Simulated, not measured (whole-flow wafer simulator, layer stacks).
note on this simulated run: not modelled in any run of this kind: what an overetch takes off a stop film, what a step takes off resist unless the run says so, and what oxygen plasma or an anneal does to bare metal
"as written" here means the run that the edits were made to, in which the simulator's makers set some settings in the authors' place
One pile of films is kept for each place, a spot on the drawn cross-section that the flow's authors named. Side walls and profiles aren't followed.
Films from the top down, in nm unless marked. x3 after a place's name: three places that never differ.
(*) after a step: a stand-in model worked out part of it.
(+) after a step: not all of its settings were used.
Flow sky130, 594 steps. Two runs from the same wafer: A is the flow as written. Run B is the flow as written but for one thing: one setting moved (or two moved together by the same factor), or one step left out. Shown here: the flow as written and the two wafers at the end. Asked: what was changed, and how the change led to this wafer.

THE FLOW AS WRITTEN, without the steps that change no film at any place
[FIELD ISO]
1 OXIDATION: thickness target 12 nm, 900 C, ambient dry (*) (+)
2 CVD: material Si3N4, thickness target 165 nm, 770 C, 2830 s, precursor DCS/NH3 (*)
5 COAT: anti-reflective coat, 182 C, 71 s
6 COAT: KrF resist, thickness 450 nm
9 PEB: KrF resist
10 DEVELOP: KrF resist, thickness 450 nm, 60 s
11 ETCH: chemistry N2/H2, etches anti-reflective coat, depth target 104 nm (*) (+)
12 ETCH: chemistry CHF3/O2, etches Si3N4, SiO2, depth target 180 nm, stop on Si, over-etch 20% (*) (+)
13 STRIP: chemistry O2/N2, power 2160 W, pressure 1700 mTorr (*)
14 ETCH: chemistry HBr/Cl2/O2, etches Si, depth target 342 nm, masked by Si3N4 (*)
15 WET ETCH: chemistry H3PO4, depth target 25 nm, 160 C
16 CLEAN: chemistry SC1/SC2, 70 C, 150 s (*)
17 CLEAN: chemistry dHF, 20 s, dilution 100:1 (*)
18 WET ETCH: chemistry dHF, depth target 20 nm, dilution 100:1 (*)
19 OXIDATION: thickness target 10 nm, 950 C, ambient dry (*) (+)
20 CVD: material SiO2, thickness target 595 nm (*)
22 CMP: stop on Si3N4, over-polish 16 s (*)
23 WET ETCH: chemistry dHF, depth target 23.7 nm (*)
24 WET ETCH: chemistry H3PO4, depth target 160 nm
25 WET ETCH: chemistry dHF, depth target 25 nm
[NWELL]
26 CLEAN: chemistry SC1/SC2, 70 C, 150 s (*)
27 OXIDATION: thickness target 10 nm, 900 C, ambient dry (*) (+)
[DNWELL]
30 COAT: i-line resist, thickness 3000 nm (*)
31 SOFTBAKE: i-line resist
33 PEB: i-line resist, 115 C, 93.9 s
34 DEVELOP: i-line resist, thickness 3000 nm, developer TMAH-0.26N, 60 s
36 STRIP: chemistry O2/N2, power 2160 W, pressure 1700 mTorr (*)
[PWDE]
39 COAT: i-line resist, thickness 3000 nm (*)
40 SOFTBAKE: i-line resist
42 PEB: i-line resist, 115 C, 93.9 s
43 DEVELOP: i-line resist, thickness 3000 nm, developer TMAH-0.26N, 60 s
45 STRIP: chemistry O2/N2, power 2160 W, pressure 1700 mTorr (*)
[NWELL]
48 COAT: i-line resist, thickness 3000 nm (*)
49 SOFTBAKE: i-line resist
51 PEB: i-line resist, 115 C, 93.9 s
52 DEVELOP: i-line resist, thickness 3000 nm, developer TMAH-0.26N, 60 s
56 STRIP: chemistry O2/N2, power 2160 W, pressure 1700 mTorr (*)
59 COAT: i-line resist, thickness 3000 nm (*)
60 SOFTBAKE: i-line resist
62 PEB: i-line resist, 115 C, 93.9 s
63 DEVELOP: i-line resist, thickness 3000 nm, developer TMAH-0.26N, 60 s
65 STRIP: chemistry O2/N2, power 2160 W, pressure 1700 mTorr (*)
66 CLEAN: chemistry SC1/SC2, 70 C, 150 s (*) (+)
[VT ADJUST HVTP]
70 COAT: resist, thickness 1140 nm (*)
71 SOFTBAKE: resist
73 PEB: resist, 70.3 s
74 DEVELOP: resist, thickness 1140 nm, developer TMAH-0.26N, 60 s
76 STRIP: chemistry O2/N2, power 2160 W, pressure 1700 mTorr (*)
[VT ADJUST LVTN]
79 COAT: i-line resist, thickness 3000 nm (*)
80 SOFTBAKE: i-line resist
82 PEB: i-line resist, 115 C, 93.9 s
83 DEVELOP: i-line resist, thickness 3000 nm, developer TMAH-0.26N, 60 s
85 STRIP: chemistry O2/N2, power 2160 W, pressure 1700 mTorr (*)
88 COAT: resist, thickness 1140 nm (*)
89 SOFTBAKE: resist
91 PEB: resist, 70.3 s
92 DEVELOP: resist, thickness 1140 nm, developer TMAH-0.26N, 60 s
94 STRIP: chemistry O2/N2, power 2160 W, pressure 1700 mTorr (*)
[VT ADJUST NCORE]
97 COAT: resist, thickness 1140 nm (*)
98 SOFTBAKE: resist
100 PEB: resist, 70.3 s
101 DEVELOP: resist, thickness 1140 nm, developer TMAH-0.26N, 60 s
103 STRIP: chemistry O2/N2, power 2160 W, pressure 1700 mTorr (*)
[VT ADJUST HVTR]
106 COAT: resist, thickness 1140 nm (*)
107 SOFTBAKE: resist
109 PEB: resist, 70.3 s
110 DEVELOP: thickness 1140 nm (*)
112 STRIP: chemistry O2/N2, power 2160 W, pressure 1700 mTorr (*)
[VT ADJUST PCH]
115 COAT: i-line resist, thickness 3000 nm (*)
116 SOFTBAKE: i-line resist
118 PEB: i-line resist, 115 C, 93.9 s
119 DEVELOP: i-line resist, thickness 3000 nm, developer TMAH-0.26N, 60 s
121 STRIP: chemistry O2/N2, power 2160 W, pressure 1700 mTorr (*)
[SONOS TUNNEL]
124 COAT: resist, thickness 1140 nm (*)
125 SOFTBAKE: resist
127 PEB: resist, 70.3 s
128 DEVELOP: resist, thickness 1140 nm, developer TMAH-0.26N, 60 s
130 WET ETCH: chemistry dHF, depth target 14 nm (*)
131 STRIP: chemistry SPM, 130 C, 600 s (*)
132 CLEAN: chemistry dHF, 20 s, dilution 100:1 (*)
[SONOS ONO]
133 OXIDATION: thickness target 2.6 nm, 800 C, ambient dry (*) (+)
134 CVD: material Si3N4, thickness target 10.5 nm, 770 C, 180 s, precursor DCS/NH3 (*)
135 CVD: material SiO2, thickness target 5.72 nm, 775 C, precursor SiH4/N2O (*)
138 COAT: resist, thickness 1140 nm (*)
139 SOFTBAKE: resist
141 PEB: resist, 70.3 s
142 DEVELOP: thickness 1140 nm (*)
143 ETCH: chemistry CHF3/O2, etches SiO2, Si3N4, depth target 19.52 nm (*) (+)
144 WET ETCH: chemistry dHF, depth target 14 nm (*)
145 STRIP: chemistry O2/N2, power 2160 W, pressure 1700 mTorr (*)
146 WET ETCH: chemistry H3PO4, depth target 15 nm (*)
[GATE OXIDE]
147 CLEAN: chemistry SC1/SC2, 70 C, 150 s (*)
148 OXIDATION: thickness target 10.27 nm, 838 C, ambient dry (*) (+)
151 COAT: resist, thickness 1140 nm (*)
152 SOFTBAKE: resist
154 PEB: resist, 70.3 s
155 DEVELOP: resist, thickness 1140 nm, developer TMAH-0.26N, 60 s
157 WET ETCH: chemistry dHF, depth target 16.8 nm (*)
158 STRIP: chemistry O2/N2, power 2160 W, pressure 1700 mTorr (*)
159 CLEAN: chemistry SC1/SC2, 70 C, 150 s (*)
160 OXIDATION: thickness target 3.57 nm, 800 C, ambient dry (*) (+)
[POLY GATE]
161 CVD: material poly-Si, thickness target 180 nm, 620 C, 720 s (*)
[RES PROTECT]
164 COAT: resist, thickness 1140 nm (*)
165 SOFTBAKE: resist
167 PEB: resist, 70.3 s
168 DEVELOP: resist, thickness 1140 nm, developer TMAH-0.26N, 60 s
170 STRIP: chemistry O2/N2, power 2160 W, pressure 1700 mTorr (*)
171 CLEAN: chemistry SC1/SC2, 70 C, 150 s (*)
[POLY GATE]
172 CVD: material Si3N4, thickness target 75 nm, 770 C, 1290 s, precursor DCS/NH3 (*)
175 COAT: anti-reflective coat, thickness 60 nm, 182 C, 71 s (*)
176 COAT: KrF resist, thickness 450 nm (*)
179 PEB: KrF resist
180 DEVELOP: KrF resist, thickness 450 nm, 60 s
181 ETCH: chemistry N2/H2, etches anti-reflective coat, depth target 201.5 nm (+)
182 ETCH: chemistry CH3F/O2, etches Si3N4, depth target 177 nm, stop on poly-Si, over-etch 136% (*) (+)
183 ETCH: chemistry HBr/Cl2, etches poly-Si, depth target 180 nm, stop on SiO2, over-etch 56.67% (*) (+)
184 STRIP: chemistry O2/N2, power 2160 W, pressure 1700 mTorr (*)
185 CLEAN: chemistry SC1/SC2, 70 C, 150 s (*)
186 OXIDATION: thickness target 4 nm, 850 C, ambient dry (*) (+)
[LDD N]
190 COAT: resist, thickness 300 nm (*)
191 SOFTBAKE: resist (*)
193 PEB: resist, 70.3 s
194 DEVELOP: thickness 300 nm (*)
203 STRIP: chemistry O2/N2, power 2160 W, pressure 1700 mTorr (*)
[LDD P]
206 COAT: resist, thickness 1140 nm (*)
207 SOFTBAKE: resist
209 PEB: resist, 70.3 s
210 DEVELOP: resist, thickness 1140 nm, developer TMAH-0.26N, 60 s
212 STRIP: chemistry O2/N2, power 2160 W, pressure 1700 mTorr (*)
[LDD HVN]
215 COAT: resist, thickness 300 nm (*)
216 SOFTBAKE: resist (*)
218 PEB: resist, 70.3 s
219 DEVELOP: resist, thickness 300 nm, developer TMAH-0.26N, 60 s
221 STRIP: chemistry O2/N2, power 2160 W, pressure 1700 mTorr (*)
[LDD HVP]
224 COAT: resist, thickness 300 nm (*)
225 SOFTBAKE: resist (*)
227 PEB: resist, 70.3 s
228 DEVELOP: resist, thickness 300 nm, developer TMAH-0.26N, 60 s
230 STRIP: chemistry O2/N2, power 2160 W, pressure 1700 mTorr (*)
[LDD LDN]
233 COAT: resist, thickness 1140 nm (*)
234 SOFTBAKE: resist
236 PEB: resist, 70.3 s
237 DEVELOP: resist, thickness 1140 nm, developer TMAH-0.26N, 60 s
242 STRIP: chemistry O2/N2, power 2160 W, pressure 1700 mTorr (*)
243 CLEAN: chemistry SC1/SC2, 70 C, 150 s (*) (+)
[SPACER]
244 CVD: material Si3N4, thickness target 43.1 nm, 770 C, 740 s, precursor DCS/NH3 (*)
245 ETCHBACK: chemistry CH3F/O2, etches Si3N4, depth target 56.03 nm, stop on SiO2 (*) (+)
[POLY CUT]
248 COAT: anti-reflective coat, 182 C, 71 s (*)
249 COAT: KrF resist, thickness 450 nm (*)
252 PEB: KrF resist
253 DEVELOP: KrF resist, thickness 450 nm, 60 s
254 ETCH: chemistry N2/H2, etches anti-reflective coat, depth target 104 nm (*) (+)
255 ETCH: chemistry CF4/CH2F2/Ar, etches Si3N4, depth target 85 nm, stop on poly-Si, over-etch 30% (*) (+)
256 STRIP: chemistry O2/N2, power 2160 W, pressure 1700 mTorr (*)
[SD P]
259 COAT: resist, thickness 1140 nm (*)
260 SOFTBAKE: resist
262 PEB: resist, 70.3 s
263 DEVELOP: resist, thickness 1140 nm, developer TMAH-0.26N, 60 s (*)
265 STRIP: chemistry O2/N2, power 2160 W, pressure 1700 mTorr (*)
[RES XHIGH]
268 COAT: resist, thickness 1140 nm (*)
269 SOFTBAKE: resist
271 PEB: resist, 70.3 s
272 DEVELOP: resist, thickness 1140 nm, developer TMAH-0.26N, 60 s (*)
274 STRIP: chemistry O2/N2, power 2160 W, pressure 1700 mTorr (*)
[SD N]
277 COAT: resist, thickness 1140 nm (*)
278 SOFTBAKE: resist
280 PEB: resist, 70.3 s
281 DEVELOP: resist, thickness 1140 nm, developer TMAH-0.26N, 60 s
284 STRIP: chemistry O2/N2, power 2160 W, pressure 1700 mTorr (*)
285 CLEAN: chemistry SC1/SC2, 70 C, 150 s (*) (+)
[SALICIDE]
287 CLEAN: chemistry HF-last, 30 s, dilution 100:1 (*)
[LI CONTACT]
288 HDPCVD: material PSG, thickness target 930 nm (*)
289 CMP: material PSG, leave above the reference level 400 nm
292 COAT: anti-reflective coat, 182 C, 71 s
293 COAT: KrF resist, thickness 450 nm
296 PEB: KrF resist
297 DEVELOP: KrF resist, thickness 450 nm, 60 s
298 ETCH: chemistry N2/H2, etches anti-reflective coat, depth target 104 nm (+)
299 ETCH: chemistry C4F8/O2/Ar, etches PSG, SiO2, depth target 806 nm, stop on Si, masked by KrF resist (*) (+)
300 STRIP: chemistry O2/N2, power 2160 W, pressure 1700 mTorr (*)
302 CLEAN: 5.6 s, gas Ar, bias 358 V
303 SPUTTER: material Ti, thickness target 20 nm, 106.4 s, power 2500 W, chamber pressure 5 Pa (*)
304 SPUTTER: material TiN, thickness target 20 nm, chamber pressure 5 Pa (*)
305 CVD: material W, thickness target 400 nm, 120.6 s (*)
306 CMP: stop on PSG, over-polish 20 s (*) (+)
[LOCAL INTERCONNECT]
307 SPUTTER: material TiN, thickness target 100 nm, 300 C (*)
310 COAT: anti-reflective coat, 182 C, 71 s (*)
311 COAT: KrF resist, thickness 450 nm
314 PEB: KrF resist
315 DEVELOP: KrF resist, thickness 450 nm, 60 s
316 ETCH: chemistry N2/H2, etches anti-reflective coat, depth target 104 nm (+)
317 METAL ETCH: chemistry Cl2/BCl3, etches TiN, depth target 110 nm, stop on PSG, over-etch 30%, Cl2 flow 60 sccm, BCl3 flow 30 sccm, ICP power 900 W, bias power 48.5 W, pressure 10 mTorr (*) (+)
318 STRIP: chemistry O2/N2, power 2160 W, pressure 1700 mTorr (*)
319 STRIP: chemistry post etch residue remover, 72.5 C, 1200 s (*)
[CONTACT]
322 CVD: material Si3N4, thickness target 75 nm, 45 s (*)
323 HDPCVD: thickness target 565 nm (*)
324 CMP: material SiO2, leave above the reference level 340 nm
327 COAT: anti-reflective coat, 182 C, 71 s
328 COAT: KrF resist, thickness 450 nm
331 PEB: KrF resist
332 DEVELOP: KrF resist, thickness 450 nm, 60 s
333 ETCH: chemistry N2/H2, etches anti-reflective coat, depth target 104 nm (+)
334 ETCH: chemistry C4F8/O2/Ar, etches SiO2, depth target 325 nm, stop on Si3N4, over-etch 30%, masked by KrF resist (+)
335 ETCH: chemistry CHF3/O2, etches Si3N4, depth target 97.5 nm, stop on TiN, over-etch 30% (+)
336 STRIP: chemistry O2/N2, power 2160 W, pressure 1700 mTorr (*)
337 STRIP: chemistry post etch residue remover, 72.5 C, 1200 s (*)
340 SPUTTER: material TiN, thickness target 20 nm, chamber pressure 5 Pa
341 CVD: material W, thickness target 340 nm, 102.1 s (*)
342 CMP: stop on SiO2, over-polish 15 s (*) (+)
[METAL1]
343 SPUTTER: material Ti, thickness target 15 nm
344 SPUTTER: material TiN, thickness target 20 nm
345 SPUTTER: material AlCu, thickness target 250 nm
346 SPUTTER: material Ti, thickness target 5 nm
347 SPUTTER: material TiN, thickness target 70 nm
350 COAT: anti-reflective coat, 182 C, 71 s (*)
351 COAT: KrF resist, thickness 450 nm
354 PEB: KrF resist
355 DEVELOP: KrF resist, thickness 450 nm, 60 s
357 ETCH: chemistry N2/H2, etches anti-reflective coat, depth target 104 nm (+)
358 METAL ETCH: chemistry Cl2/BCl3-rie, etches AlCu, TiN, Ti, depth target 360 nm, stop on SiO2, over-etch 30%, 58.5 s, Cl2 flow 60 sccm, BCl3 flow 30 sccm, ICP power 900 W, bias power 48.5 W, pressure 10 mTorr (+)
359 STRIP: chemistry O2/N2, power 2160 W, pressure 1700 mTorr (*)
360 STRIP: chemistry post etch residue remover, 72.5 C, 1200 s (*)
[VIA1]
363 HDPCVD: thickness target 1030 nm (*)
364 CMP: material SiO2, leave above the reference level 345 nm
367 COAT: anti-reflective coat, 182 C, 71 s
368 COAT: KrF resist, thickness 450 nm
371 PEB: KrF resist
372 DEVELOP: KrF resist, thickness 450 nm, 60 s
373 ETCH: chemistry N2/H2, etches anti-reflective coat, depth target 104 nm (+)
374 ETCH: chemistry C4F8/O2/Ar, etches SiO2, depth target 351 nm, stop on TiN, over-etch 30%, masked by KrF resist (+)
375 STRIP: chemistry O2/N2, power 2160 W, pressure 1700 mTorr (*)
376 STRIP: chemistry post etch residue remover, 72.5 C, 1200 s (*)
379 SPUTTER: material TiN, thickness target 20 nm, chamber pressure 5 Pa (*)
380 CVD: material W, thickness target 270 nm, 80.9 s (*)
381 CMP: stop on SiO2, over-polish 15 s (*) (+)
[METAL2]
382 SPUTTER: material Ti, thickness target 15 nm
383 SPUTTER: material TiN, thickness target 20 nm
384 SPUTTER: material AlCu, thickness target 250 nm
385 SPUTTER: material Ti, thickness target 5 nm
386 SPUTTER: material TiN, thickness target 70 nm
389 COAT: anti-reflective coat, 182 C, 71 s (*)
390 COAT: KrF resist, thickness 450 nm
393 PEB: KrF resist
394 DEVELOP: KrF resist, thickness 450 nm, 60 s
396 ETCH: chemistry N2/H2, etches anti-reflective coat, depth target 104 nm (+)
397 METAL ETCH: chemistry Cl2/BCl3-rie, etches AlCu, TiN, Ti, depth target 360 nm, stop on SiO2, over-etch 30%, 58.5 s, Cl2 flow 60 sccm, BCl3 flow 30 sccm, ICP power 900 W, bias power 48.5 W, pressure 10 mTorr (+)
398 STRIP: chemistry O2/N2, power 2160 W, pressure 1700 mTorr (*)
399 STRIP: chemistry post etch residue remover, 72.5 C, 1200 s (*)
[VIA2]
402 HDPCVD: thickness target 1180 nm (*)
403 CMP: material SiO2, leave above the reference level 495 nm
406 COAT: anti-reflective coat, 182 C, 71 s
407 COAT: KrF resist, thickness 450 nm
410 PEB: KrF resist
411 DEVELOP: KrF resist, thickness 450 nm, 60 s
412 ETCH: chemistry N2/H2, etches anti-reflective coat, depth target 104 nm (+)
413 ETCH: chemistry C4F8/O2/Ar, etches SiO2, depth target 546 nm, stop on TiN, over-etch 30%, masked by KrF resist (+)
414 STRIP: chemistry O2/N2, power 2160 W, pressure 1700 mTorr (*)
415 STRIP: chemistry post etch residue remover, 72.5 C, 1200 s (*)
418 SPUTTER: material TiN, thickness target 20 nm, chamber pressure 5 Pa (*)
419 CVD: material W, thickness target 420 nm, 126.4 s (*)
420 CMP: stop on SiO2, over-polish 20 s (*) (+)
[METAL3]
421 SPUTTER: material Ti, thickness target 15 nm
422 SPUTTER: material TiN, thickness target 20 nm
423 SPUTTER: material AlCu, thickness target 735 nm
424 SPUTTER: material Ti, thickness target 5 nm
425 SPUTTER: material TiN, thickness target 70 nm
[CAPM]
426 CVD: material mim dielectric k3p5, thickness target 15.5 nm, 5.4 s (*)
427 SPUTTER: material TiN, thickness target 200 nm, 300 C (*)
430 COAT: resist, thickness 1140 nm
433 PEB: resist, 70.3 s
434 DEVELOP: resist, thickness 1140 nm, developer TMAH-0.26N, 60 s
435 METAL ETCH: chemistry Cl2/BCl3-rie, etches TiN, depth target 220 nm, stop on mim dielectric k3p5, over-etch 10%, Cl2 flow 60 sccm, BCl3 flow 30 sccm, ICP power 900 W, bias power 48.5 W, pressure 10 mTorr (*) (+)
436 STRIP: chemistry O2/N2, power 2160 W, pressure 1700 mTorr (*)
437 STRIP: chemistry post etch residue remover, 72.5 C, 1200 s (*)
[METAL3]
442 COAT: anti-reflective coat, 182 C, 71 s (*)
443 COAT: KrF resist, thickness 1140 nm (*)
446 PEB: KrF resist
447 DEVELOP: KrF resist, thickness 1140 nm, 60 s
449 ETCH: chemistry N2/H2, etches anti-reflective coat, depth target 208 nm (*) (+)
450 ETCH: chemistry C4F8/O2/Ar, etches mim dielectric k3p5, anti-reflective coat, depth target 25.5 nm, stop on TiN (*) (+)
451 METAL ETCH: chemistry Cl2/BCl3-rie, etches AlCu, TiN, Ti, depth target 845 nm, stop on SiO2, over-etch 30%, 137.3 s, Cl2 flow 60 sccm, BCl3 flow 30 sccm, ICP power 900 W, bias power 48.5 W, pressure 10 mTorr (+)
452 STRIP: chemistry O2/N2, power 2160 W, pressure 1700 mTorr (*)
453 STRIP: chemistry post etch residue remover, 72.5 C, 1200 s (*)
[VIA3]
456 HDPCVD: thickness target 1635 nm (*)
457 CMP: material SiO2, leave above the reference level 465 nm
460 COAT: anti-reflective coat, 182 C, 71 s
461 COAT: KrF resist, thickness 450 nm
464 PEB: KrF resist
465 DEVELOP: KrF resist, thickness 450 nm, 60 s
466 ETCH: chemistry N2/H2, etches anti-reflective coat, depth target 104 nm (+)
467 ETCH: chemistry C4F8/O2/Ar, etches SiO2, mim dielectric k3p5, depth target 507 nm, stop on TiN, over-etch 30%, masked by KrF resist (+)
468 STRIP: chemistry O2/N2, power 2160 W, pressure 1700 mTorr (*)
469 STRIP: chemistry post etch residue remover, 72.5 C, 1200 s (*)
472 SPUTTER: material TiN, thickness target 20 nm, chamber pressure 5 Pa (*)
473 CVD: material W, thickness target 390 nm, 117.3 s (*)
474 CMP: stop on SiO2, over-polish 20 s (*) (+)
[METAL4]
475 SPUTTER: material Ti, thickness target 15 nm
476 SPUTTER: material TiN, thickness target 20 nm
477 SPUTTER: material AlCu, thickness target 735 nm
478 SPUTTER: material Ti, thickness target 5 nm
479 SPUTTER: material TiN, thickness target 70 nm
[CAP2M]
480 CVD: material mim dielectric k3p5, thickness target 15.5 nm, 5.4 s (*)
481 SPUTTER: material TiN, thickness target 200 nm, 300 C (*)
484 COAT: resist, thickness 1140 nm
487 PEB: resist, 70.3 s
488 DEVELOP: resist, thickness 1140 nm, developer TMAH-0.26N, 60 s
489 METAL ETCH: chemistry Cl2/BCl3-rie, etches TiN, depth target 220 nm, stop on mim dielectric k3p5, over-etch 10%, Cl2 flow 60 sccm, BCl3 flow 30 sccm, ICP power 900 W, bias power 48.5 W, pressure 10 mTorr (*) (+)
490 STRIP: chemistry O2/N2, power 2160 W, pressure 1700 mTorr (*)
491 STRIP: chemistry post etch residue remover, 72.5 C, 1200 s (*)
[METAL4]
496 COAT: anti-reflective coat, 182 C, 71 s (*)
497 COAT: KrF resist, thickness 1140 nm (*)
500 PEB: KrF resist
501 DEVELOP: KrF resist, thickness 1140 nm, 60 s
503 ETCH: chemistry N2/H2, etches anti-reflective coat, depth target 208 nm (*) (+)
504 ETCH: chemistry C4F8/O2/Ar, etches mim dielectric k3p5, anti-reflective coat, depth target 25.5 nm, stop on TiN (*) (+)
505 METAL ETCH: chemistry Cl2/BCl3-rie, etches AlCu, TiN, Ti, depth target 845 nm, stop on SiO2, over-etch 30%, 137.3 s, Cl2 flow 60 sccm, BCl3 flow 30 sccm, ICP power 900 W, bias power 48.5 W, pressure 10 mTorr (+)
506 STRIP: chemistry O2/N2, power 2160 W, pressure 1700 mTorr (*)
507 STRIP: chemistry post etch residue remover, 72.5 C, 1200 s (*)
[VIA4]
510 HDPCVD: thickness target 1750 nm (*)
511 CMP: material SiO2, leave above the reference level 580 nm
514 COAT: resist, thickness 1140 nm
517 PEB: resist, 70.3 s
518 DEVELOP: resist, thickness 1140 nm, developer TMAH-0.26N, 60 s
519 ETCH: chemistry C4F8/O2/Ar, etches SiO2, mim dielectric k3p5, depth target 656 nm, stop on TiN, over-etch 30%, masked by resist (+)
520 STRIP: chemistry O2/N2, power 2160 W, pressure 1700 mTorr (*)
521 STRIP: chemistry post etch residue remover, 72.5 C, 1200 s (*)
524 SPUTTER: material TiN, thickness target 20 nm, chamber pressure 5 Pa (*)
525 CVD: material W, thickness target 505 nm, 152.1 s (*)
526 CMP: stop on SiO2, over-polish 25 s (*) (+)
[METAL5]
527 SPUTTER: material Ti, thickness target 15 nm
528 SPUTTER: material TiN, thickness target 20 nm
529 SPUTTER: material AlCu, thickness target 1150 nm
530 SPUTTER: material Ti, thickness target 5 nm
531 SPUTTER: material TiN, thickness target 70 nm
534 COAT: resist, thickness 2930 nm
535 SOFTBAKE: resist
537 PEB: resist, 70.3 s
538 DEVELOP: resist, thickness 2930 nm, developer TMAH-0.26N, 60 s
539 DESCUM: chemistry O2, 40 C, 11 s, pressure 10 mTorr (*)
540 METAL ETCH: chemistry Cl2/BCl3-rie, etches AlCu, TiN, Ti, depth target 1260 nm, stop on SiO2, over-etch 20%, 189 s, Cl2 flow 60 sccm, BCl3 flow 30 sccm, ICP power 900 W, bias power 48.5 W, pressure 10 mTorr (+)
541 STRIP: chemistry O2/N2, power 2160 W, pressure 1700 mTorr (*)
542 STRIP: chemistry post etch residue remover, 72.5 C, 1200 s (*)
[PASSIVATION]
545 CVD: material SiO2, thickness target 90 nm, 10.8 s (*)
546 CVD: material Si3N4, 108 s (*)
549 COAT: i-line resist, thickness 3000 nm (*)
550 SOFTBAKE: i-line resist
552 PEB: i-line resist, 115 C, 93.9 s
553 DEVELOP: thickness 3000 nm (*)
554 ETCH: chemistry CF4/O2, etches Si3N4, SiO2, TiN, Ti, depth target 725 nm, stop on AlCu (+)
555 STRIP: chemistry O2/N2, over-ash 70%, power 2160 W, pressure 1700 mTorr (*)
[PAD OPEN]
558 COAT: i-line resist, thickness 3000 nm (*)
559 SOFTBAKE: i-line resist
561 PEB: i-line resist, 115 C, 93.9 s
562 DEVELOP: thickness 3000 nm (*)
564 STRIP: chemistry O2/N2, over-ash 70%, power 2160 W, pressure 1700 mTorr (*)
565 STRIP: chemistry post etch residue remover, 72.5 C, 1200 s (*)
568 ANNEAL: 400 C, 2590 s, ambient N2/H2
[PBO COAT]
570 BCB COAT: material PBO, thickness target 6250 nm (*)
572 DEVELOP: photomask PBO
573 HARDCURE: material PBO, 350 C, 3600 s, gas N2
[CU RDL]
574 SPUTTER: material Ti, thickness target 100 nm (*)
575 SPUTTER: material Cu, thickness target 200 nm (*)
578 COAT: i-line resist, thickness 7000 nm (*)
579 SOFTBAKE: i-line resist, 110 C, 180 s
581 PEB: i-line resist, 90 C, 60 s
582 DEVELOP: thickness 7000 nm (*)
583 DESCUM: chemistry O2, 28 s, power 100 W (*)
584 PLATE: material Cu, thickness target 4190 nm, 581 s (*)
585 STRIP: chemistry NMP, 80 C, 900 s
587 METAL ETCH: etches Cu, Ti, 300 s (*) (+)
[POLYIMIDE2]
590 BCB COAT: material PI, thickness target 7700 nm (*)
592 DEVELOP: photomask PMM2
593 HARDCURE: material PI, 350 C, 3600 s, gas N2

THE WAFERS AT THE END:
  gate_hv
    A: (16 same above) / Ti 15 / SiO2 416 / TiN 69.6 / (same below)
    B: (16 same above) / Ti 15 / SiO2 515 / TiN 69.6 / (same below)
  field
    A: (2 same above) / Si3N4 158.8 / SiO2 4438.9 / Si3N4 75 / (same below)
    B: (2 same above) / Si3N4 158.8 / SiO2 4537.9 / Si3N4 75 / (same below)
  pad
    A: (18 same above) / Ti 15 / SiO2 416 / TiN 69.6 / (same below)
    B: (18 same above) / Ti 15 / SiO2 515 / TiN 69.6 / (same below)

The cause: step 403, CMP: leave above the reference level 594 nm was run, where the flow has leave above the reference level 495 nm.

How the change led to this, step by step:
  403 CMP: material SiO2, leave above the reference level 495 nm
      n_well, p_well, gate_hv and 101 more: A SiO2 -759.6 | B SiO2 -660.6
      field, active, gate and 82 more: A SiO2 -389.1 | B SiO2 -290.1
      (and at 2 more places)
  413 ETCH: chemistry C4F8/O2/Ar, etches SiO2, depth target 546 nm, stop on TiN, over-etch 30%, masked by KrF resist (+)
      m1: A SiO2 -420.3 (all of it) | B SiO2 -519.3 (all of it)
      via2_hole: A SiO2 -419.8 (all of it) | B SiO2 -518.8 (all of it)
  418 SPUTTER: material TiN, thickness target 20 nm, chamber pressure 5 Pa (*)
      m1: A TiN +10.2 | B TiN +8.95
      via2_hole: A TiN +10.2 | B TiN +8.94
  419 CVD: material W, thickness target 420 nm, 126.4 s (*)
      m1: A W +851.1 (new film) | B W +951.4 (new film)
      via2_hole: A W +850.7 (new film) | B W +950.9 (new film)
